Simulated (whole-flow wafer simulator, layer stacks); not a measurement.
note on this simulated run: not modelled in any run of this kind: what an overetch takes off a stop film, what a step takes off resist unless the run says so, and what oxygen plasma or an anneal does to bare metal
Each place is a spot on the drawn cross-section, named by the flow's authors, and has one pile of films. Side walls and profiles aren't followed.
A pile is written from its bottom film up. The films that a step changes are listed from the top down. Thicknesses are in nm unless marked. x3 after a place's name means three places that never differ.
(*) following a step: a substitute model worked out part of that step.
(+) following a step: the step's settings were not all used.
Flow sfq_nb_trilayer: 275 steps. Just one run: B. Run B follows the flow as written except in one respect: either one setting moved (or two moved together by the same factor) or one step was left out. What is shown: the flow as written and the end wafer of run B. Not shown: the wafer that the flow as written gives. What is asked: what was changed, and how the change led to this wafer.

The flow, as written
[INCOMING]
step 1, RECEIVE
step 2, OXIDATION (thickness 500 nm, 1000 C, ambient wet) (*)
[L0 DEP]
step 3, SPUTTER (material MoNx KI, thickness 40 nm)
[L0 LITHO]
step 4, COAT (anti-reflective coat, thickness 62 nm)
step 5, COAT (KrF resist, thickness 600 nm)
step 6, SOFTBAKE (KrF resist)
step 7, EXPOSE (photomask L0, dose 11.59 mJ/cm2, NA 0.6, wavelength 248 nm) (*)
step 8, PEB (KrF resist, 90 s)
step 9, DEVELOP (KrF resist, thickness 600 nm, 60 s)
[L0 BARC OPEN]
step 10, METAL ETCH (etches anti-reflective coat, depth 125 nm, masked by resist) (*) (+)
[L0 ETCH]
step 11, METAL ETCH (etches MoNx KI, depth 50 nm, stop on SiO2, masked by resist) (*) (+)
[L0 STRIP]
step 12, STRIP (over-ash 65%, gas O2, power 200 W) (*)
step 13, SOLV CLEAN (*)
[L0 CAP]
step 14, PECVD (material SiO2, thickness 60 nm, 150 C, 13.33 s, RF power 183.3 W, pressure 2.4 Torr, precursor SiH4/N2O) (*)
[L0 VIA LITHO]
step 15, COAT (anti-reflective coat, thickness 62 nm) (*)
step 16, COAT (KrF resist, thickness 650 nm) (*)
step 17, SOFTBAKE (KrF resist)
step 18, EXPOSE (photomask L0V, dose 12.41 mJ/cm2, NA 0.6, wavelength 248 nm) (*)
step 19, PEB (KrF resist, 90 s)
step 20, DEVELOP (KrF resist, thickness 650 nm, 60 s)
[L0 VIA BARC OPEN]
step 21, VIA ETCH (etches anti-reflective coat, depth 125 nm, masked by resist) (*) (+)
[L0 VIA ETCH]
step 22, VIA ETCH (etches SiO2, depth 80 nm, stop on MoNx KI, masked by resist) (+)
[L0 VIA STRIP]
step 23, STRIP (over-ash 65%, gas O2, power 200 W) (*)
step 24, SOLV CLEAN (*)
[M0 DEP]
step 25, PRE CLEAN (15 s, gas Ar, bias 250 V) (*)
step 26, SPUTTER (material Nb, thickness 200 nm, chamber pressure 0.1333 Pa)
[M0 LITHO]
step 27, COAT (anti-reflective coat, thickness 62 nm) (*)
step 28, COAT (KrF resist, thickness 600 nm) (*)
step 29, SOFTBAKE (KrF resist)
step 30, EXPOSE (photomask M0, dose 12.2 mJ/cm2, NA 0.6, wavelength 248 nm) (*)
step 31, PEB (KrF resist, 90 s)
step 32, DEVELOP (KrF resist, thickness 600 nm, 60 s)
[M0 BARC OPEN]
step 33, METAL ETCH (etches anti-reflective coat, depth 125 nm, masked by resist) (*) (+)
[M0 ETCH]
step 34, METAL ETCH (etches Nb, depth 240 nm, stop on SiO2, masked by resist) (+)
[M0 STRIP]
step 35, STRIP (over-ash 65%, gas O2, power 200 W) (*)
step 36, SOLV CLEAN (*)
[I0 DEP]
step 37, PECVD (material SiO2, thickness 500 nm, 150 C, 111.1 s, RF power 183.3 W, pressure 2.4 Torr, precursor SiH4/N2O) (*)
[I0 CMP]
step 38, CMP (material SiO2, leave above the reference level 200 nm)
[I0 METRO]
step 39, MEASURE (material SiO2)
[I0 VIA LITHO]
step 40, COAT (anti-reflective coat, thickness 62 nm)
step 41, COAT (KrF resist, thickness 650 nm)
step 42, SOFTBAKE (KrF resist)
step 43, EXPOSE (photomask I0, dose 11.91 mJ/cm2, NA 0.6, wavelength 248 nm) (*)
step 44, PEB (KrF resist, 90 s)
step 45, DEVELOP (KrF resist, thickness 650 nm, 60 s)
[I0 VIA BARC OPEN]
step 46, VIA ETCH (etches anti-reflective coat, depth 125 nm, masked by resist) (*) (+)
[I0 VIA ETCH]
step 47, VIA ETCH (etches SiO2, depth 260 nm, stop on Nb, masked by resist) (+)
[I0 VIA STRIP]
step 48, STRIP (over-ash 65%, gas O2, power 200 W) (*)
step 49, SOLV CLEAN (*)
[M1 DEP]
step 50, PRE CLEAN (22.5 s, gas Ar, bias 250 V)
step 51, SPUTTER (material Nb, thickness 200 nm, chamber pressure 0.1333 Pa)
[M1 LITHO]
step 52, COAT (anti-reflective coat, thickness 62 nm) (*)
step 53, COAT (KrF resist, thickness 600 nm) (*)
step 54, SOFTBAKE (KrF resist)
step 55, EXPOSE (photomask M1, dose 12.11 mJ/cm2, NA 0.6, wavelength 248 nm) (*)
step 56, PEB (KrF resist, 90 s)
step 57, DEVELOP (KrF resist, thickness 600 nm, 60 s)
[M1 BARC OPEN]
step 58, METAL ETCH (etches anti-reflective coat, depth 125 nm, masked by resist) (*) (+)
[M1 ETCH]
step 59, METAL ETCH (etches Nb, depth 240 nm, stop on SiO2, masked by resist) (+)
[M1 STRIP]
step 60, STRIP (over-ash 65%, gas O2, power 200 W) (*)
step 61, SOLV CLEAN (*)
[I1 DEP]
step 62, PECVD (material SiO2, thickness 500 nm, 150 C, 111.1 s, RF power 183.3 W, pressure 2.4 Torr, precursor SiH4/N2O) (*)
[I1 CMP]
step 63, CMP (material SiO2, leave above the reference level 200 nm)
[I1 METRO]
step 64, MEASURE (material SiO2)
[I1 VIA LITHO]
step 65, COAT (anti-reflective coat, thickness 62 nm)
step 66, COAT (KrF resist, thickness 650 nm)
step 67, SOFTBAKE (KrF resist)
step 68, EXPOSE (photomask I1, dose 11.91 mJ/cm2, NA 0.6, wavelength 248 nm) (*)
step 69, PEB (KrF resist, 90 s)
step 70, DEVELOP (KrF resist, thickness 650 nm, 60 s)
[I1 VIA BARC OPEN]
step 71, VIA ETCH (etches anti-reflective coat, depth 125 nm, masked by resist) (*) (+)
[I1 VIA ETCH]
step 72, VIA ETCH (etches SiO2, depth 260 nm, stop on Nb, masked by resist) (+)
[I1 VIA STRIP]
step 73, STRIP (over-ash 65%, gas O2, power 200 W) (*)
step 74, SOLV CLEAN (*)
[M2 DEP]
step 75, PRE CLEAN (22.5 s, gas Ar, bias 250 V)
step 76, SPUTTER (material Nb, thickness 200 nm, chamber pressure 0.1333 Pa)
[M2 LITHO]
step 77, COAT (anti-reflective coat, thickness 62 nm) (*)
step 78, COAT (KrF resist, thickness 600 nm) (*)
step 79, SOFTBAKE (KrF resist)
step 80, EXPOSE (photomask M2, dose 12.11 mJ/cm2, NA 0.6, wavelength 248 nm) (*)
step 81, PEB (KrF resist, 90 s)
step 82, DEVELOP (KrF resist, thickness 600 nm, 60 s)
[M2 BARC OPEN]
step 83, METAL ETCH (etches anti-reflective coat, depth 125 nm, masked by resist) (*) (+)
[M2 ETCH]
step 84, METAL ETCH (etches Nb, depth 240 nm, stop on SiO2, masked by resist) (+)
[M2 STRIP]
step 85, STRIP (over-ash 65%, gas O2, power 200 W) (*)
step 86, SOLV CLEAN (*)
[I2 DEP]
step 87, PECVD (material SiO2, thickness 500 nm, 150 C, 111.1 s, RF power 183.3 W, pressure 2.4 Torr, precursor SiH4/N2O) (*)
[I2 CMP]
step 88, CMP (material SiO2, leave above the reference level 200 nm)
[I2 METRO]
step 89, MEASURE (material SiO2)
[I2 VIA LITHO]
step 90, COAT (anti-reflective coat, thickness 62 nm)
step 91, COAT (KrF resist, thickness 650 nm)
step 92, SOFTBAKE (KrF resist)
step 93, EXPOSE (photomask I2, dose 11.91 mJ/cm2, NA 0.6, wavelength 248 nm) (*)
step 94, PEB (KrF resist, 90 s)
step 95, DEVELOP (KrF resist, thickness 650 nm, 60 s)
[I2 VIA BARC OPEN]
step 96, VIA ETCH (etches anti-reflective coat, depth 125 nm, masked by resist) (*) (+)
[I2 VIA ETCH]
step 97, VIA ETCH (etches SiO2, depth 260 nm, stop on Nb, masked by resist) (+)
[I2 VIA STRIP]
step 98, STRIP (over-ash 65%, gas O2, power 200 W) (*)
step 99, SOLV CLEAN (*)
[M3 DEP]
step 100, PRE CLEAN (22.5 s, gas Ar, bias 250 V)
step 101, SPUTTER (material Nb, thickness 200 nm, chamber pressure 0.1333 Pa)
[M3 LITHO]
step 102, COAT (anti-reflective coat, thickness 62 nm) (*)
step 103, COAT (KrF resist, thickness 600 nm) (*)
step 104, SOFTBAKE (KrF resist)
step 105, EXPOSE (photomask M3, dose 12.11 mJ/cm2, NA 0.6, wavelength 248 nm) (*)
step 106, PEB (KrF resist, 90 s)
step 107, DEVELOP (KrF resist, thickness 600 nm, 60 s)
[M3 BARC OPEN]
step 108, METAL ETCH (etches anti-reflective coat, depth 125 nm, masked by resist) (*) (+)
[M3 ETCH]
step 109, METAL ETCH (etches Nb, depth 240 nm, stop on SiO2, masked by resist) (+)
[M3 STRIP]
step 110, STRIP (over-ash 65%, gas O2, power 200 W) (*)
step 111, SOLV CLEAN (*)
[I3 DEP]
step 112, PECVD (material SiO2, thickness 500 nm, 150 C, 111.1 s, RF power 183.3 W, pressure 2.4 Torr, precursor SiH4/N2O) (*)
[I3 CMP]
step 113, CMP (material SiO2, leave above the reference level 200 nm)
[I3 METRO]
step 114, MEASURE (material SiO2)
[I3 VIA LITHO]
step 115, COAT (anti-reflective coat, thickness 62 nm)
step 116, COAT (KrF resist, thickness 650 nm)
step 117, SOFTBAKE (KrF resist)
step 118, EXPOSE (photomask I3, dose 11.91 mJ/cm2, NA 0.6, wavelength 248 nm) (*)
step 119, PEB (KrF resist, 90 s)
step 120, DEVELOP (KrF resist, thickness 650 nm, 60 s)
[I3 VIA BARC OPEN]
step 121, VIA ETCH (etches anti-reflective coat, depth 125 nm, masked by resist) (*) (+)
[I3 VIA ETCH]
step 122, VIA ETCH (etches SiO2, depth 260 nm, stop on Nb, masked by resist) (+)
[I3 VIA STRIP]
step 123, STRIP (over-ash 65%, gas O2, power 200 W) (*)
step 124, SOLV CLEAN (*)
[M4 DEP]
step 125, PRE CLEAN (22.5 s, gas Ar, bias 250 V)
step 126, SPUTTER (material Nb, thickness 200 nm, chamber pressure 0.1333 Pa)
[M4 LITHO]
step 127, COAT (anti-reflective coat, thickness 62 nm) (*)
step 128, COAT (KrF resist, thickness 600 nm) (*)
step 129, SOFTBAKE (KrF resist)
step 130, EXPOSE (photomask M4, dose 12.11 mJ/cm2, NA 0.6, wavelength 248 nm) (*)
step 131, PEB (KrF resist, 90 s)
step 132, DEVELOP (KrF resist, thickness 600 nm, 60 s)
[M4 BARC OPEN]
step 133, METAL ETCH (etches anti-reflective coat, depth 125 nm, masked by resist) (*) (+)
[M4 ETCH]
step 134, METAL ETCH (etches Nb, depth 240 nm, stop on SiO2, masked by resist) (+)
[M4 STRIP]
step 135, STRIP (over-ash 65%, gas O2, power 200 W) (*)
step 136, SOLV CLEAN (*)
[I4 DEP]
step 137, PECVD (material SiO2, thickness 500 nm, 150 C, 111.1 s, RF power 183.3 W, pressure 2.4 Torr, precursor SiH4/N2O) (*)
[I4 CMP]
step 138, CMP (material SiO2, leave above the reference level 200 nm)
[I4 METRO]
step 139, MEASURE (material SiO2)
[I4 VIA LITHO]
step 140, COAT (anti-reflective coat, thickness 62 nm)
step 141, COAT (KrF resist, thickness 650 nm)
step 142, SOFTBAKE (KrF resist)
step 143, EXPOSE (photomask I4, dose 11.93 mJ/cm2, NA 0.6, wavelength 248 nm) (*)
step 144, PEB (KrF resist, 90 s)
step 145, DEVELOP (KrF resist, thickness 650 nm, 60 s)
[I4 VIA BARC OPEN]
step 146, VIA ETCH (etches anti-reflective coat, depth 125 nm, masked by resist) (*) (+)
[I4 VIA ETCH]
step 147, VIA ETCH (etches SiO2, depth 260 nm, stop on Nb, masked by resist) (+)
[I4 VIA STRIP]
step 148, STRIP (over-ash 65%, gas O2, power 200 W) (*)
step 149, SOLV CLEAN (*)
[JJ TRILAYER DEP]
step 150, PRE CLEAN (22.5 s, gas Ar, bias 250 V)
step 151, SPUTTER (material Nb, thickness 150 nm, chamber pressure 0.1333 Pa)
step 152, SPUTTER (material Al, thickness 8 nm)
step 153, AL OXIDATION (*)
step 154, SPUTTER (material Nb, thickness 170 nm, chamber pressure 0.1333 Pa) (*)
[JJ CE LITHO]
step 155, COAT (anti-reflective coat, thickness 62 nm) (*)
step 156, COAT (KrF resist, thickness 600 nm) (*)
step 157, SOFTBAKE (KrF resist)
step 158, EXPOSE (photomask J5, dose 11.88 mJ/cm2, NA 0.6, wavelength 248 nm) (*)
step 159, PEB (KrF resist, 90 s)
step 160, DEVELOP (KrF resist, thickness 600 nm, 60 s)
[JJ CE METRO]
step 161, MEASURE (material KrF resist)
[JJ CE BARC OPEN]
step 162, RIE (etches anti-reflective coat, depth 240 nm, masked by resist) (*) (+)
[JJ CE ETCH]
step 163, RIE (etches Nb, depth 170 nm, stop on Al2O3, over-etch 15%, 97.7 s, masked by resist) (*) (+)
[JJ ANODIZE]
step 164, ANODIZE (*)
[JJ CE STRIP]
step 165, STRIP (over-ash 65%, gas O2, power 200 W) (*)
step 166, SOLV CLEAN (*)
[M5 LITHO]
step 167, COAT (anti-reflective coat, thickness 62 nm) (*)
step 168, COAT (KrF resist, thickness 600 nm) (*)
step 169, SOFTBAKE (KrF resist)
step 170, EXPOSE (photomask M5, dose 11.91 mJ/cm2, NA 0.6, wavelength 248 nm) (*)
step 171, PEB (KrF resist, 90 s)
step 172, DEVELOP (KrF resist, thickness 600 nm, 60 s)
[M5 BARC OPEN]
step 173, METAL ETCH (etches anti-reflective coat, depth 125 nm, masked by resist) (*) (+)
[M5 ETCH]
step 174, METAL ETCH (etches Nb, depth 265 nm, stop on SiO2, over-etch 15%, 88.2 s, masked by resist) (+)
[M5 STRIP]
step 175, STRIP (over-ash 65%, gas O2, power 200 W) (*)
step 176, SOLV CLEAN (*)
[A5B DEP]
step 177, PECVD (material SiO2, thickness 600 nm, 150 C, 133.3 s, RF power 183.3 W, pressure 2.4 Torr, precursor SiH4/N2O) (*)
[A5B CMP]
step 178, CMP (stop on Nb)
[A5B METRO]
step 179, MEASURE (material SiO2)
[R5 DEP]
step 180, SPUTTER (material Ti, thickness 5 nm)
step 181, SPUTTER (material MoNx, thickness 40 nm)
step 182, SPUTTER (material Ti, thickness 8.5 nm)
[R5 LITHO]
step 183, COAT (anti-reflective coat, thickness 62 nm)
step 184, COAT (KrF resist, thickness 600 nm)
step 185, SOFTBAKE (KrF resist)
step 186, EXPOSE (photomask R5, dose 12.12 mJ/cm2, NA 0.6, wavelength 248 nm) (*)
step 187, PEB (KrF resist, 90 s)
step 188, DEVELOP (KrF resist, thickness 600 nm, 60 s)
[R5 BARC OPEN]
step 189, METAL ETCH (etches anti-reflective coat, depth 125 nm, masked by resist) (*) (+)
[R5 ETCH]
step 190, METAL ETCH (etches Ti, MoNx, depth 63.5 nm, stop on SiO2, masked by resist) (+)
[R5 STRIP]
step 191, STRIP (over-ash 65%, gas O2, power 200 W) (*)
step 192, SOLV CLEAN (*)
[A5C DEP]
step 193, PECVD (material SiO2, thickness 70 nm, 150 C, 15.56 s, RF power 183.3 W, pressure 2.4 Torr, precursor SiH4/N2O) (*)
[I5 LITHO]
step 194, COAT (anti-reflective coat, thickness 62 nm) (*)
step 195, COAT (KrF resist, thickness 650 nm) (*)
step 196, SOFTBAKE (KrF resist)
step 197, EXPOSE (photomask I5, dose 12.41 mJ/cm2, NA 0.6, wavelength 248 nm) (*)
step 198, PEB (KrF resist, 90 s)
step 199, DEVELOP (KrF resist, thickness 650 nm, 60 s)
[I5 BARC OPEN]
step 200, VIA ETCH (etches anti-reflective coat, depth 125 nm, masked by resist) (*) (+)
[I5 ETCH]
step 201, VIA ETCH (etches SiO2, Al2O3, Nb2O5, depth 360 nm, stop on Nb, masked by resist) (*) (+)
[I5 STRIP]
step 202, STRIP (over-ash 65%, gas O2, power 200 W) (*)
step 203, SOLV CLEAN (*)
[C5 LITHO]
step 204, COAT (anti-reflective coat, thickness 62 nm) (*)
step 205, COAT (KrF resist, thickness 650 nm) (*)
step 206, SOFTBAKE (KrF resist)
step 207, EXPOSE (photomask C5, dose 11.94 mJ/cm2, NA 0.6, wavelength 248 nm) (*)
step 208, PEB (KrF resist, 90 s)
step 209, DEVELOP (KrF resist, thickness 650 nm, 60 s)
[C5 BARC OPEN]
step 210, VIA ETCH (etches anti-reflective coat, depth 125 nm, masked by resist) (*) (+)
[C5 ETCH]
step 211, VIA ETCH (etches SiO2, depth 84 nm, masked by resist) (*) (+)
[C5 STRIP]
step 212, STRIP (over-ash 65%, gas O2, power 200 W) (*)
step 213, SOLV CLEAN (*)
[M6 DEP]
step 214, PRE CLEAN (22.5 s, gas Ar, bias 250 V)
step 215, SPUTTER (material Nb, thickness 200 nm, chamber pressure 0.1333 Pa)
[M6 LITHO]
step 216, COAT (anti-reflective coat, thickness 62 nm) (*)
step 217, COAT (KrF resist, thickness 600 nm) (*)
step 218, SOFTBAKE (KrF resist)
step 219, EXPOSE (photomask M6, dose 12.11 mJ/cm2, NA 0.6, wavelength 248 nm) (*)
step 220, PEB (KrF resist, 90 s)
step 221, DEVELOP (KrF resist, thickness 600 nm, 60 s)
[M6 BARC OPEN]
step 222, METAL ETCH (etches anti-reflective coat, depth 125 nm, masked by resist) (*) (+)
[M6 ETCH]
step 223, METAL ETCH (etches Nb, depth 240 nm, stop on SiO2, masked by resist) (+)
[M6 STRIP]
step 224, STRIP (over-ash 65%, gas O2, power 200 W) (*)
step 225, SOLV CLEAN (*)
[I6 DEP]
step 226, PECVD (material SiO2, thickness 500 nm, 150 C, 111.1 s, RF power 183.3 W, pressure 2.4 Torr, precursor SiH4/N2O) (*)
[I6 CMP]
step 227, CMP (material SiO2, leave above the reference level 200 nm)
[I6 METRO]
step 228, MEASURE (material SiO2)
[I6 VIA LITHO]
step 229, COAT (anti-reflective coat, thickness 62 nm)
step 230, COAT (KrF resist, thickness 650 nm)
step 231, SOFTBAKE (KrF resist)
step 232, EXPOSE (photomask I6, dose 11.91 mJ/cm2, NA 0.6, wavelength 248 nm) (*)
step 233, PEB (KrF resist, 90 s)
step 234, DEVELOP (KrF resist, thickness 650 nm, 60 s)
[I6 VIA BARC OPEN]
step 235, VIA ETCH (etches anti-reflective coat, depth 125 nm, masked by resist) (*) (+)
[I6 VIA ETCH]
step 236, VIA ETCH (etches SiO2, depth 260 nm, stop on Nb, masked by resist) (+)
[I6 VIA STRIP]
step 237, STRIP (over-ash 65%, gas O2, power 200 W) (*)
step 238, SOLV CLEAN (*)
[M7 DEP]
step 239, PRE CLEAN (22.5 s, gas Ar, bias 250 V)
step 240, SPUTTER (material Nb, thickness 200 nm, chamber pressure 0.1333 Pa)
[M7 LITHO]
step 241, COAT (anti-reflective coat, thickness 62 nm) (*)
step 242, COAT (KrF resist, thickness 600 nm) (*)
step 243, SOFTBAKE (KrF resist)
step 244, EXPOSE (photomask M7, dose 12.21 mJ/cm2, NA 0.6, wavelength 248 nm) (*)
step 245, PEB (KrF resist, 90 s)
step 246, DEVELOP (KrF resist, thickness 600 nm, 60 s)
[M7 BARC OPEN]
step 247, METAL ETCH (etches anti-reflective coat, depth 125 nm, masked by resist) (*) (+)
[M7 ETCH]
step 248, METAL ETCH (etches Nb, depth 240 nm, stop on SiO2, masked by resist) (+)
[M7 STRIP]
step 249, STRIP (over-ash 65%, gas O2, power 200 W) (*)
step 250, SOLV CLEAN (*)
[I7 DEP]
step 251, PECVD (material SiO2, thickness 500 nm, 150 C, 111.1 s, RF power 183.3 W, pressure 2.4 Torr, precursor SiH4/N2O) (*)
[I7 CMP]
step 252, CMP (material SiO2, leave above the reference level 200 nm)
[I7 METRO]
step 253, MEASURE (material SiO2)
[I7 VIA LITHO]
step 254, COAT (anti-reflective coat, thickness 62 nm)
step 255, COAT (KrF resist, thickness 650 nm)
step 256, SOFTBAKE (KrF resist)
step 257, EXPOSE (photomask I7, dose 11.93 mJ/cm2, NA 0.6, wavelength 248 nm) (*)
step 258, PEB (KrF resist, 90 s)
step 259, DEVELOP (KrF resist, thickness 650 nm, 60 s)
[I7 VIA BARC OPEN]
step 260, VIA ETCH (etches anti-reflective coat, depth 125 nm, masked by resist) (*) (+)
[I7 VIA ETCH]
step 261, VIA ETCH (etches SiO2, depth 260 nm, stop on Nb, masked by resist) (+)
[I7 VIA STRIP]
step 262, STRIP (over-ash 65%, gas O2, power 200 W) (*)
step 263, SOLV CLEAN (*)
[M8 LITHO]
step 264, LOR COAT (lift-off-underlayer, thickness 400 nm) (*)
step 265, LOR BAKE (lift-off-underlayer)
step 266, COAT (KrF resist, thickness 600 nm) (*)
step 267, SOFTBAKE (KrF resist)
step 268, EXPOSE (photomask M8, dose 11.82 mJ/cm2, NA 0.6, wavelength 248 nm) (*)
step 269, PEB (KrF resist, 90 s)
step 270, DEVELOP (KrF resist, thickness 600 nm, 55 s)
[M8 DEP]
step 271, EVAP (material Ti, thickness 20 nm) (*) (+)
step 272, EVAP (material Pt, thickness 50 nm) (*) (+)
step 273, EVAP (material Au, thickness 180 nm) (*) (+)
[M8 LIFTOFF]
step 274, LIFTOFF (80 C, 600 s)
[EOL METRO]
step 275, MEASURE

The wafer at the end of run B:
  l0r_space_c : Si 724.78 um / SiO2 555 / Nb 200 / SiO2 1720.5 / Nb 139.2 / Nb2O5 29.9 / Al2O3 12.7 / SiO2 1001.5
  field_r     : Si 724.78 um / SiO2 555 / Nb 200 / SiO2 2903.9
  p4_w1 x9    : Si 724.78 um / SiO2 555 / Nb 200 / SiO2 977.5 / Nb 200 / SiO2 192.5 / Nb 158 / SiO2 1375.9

What caused this: step 126, SPUTTER: thickness 158 nm was run, while the flow as written has thickness 200 nm.
The wafer itself shows it: p4_w1 x9 has Nb 158, and step 126 as written asks for 200 nm.

The path from the change to this, step by step:
  step 126, SPUTTER (material Nb, thickness 200 nm, chamber pressure 0.1333 Pa)
      field_l, v_sur, via_wl and 102 more: +158 Nb (new film) (as written it would have been: +200 Nb (new film))
      via_v: +130.5 Nb (as written it would have been: +165.5 Nb)
  step 134, METAL ETCH (etches Nb, depth 240 nm, stop on SiO2, masked by resist) (+)
      field_l, be, be_sur and 64 more: -158 Nb (all of it) (as written it would have been: -200 Nb (all of it))
  step 137, PECVD (material SiO2, thickness 500 nm, 150 C, 111.1 s, RF power 183.3 W, pressure 2.4 Torr, precursor SiH4/N2O) (*)
      p3_s0 x6: +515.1 SiO2 (as written it would have been: +557.1 SiO2)
  step 138, CMP (material SiO2, leave above the reference level 200 nm)
      field_l, be, be_sur and 55 more: -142 SiO2 (as written it would have been: -100 SiO2)
      lsp_r, l0_sur, l0v: -135.6 SiO2 (as written it would have been: -91.9 SiO2)
      (as well as at 1 more place)
